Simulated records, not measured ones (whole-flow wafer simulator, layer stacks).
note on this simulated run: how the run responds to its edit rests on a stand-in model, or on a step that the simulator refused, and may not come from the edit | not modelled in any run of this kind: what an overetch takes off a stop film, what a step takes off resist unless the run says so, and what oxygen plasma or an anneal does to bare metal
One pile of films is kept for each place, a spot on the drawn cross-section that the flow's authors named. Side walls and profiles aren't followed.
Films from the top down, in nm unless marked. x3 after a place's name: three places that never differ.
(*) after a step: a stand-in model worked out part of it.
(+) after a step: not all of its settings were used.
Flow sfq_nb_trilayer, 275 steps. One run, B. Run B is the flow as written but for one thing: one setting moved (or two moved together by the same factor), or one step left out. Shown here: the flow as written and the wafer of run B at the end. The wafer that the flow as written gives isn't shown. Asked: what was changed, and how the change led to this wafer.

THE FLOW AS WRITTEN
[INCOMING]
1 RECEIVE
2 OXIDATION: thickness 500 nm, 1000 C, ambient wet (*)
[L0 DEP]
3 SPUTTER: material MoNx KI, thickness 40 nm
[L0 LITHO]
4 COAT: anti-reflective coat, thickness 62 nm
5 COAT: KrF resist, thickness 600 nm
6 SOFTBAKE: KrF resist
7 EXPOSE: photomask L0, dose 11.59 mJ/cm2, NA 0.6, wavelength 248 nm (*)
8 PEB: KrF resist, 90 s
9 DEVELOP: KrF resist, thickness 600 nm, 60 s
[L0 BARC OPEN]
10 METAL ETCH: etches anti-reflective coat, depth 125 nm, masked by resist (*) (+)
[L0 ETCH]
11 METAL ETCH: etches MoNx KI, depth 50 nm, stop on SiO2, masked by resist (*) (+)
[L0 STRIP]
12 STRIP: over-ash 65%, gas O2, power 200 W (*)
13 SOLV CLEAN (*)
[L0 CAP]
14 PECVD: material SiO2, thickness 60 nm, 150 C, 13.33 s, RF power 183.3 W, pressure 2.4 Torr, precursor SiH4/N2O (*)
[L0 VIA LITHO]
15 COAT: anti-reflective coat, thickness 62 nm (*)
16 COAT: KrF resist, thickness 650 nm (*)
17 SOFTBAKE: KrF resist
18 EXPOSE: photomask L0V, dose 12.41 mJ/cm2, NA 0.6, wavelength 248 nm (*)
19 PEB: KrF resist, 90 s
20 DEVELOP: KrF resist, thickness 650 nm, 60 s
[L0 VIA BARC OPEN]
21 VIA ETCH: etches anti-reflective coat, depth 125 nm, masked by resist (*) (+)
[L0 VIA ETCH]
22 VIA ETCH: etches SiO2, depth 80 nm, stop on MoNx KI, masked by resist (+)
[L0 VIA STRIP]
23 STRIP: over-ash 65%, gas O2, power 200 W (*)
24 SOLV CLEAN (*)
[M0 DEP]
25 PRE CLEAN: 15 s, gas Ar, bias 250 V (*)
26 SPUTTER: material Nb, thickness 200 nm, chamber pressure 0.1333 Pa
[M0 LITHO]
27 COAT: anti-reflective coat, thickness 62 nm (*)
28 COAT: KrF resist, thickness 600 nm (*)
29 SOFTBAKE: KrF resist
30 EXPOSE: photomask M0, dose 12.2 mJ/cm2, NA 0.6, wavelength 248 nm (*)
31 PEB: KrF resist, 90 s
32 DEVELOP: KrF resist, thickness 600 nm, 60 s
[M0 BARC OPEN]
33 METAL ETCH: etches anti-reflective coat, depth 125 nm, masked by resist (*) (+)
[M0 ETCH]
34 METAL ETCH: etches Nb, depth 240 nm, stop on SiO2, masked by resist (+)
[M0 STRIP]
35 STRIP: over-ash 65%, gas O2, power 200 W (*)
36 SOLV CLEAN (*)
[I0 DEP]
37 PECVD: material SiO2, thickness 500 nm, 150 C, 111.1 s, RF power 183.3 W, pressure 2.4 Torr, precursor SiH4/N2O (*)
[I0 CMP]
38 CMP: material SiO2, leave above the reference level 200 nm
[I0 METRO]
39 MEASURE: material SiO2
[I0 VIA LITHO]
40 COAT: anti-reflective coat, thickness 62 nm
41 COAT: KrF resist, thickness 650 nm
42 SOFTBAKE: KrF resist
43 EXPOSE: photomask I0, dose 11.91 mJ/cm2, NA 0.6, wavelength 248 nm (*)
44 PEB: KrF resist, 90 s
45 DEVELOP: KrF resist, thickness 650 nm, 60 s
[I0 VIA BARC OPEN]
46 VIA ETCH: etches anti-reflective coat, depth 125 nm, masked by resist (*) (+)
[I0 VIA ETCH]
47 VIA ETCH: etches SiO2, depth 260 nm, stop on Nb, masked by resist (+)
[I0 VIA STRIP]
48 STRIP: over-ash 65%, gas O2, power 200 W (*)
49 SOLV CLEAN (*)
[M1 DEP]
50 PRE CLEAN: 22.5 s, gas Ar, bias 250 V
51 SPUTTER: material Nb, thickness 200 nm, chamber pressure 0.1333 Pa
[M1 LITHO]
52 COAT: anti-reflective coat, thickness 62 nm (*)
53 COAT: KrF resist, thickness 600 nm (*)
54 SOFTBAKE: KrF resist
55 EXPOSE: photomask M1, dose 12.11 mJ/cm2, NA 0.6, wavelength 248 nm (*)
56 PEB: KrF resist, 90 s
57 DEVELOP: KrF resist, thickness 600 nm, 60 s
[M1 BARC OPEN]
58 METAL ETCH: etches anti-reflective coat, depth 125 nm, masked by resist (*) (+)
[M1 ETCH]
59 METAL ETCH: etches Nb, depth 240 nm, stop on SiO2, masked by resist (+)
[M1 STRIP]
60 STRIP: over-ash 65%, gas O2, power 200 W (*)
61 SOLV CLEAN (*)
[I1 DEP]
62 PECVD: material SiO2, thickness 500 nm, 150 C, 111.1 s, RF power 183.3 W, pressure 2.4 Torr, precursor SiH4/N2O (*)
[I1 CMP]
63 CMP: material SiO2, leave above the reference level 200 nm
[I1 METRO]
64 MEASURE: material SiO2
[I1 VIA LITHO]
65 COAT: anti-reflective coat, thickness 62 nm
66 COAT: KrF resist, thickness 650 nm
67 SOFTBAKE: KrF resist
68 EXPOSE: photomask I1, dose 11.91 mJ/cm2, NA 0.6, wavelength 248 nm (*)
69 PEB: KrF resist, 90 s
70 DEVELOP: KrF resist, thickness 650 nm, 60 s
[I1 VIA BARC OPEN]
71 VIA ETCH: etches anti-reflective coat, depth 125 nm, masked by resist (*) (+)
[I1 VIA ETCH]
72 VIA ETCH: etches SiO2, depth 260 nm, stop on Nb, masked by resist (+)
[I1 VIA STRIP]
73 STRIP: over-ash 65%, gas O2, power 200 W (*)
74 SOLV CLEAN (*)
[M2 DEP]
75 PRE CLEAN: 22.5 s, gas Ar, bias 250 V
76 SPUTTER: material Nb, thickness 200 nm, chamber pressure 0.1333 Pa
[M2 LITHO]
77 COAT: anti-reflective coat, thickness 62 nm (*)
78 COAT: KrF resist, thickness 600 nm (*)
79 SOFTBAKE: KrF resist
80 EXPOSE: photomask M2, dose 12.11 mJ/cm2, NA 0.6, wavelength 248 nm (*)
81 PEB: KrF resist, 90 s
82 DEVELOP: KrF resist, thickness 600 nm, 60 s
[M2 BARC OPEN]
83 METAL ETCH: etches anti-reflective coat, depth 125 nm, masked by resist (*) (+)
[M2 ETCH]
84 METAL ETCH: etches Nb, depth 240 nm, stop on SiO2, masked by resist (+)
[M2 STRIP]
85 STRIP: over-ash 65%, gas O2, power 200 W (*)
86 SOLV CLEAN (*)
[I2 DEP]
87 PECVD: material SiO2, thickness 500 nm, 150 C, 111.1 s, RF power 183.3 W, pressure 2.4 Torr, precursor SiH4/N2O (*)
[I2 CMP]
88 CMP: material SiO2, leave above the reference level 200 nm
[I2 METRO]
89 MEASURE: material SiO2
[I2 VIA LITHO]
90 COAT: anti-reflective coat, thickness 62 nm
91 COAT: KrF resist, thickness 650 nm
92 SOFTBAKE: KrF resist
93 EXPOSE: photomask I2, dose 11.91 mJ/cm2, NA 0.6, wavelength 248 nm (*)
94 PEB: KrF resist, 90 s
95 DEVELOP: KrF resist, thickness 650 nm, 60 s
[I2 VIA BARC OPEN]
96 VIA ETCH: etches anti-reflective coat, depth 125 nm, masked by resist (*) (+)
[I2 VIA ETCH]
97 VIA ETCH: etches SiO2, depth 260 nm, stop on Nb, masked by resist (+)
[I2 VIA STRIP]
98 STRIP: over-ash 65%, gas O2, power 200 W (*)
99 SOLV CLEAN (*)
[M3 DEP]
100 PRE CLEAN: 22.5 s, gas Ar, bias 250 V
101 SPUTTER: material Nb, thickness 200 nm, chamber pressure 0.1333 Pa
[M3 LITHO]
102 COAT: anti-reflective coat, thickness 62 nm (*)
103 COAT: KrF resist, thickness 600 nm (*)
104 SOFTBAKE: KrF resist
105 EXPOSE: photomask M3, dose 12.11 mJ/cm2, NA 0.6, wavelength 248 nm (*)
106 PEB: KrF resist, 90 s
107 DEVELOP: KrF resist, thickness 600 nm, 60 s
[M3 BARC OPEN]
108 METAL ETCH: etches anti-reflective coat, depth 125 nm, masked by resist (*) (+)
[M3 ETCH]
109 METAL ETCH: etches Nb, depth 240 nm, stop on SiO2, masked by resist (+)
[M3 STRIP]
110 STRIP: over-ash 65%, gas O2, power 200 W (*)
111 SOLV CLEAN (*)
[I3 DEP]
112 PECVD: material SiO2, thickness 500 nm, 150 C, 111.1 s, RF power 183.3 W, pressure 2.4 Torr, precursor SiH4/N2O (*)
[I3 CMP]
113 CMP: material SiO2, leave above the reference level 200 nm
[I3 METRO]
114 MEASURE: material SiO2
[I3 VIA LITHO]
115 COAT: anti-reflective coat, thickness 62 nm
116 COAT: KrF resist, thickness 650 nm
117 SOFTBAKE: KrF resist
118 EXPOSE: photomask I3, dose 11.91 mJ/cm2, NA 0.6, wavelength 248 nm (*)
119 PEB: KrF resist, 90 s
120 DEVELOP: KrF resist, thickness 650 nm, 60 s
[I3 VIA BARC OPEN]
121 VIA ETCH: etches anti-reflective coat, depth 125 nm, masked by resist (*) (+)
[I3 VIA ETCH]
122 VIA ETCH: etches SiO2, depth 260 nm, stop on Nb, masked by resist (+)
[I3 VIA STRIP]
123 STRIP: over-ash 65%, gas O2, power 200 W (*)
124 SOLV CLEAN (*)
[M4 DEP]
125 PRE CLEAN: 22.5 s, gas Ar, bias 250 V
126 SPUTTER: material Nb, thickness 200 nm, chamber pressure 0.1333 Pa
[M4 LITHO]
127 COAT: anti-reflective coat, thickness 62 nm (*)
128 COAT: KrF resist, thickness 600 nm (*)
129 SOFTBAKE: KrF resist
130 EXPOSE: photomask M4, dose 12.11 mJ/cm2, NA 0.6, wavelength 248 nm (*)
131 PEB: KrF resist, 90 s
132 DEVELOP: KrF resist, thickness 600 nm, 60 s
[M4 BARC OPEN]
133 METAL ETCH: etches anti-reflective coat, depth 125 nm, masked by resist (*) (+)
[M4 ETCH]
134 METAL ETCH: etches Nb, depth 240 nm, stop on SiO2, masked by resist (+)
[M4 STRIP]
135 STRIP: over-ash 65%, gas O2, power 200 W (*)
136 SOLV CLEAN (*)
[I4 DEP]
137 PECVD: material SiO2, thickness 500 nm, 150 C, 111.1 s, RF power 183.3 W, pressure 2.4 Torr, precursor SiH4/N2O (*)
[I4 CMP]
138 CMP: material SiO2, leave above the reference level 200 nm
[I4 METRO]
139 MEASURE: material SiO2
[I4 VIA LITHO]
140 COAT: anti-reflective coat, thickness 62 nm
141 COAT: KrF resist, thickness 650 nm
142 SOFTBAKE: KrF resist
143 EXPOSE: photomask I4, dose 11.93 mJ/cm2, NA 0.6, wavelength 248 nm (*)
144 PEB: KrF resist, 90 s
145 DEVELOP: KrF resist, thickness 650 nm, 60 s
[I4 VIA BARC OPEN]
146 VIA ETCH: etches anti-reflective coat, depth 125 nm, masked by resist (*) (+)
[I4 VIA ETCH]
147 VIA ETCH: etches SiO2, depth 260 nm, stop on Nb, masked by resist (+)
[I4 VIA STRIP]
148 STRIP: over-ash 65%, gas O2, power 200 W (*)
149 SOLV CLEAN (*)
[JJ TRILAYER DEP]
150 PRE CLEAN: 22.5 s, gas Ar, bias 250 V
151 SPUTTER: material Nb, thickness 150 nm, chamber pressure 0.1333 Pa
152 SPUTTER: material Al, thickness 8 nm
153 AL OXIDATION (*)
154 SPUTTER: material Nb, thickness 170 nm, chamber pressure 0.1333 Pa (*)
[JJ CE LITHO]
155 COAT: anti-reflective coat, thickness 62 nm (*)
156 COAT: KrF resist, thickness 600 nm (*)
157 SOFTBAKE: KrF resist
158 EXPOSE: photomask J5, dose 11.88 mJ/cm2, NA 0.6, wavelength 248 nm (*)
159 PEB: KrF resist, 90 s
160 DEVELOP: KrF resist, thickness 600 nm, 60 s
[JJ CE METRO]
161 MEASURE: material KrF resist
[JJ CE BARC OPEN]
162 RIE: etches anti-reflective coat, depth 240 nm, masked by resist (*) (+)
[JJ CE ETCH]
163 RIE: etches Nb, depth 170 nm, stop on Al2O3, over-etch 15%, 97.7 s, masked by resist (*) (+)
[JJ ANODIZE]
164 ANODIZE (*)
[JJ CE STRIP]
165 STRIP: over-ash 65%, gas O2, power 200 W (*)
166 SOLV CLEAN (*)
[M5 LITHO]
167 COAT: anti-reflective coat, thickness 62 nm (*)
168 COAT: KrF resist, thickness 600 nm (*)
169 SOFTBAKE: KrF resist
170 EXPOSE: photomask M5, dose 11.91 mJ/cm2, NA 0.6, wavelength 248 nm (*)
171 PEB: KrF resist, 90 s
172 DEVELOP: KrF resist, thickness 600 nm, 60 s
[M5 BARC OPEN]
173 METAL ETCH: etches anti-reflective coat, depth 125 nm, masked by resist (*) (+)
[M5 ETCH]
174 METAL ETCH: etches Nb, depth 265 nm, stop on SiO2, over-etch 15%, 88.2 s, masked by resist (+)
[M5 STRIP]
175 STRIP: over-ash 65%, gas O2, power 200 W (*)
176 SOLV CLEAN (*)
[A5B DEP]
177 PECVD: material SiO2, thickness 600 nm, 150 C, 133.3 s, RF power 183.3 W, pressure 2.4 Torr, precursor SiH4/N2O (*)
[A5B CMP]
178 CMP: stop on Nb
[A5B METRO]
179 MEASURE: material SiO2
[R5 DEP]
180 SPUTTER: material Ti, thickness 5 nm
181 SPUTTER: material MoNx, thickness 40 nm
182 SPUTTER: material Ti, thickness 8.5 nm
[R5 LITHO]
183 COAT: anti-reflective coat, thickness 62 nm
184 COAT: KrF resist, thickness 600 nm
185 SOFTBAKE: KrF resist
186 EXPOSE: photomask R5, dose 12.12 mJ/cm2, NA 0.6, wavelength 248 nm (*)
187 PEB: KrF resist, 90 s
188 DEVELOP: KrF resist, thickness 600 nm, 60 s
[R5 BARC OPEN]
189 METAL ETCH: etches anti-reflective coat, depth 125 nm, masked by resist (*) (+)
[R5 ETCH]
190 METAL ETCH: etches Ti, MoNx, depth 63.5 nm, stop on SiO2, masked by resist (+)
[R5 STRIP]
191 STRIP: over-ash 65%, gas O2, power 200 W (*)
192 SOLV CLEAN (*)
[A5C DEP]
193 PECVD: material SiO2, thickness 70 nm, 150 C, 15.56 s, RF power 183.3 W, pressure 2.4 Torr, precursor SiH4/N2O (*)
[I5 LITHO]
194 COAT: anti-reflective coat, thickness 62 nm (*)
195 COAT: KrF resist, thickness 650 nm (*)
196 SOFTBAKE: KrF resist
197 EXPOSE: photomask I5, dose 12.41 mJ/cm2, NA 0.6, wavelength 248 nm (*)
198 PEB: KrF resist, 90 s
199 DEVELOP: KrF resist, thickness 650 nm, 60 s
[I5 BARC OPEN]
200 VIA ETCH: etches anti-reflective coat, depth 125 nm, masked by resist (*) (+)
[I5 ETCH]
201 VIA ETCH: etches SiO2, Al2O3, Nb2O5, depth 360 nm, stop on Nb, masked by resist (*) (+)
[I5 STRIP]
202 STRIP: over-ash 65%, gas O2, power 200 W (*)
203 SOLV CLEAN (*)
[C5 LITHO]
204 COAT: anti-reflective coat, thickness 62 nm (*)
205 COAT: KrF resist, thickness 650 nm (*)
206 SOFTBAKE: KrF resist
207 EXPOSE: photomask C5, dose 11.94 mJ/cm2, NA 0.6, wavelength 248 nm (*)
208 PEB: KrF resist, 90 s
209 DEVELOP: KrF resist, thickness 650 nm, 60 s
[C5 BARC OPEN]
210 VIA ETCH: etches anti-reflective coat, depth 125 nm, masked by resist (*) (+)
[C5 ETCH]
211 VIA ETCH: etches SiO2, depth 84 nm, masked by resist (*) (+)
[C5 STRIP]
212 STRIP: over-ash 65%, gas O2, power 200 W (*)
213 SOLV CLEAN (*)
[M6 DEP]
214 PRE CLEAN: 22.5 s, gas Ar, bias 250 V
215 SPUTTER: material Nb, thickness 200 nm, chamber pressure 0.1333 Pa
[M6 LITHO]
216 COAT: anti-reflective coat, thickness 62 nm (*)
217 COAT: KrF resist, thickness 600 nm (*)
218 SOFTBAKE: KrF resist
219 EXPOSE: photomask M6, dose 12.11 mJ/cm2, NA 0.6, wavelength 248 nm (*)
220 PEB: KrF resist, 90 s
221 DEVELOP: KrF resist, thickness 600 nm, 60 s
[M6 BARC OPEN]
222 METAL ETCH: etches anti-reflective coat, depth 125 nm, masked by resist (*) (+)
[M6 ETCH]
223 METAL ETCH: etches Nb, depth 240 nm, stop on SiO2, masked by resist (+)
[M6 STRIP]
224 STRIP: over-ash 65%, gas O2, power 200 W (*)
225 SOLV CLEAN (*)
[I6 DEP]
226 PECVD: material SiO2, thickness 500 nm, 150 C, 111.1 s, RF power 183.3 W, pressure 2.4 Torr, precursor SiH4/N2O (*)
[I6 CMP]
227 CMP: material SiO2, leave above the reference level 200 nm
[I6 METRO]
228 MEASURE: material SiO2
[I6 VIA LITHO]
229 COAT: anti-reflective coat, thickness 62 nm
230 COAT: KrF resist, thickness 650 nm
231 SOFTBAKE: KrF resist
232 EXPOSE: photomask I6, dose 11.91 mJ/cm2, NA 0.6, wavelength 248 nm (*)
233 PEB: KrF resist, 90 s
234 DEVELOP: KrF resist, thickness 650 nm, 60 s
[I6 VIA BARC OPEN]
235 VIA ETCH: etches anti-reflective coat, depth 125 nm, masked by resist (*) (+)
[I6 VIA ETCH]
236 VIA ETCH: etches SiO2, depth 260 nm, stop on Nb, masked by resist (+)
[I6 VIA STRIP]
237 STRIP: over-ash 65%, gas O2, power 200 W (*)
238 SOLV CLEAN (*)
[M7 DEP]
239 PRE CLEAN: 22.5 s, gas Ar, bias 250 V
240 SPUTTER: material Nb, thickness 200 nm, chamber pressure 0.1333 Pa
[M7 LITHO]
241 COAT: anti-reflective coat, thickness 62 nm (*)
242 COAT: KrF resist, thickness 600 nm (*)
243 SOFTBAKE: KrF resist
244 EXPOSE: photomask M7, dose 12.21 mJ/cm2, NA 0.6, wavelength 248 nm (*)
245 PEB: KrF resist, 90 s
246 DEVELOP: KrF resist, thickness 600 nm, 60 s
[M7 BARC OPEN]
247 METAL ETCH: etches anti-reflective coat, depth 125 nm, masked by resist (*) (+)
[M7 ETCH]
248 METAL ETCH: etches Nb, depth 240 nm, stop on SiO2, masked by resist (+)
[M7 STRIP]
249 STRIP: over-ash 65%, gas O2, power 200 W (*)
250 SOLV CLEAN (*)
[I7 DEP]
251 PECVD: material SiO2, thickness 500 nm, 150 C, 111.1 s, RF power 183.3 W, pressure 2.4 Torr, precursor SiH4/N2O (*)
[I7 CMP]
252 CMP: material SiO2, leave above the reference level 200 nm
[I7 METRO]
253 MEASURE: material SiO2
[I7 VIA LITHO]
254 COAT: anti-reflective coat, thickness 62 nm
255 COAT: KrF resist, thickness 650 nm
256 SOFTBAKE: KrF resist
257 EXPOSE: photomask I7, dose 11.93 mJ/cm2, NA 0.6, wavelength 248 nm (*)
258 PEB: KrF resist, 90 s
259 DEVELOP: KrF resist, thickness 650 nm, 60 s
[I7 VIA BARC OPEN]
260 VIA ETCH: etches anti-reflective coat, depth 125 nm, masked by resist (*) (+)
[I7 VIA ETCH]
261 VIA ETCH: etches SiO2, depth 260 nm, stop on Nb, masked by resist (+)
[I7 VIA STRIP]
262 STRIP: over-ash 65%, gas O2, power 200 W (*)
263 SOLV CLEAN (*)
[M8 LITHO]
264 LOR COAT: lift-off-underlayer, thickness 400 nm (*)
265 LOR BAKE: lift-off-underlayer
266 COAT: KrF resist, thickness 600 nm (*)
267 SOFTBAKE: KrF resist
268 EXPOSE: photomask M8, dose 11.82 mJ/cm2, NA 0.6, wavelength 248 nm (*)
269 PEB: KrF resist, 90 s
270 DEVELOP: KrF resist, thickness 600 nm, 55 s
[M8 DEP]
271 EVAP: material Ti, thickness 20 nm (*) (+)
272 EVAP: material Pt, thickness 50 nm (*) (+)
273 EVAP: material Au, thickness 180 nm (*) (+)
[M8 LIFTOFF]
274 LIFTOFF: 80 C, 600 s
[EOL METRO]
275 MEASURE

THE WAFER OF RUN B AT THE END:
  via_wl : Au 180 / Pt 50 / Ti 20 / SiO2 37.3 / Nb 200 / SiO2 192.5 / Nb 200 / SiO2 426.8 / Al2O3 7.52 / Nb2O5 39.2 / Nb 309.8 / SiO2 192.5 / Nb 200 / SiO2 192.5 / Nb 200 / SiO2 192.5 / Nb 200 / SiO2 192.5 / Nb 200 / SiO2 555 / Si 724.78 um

The cause: step 261, VIA ETCH: depth 162.5 nm was run, where the flow has depth 260 nm.

How the change led to this, step by step:
  261 VIA ETCH: etches SiO2, depth 260 nm, stop on Nb, masked by resist (+)
      via_wl, via_w, via_wr: SiO2 -162.5 (as written it would be: SiO2 -199.8 (all of it))
      field_l, v_sur, via_sp and 100 more: KrF resist -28 (as written it would be: KrF resist -44.8)
  262 STRIP: over-ash 65%, gas O2, power 200 W (*)
      field_l, v_sur, via_sp and 100 more: KrF resist -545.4 (all of it), anti-reflective coat -62 (all of it) (as written it would be: KrF resist -528.6 (all of it), anti-reflective coat -62 (all of it))
  264 LOR COAT: lift-off-underlayer, thickness 400 nm (*)
      via_wl, via_wr: lift-off-underlayer +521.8 (new film) (as written it would be: lift-off-underlayer +549.8 (new film))
      via_w: lift-off-underlayer +510.9 (new film) (as written it would be: lift-off-underlayer +536.4 (new film))
  270 DEVELOP: KrF resist, thickness 600 nm, 55 s
      via_wl: KrF resist -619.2 (all of it), lift-off-underlayer -521.8 (all of it) (as written it would be: KrF resist -623.9 (all of it), lift-off-underlayer -549.8 (all of it))
      via_w: KrF resist -628.6 (all of it), lift-off-underlayer -510.9 (all of it) (as written it would be: KrF resist -635.4 (all of it), lift-off-underlayer -536.4 (all of it))
      (and at 1 more place)
Counting metal films that touch as one body, via_wl has 8 bodies (between them, from the top down: SiO2 37.3; SiO2 192.5; SiO2 426.8 / Al2O3 7.52 / Nb2O5 39.2; SiO2 192.5; SiO2 192.5; SiO2 192.5; SiO2 192.5); the flow as written gives 7 bodies (between them, from the top down: SiO2 192.5; SiO2 426.8 / Al2O3 7.52 / Nb2O5 39.2; SiO2 192.5; SiO2 192.5; SiO2 192.5; SiO2 192.5).
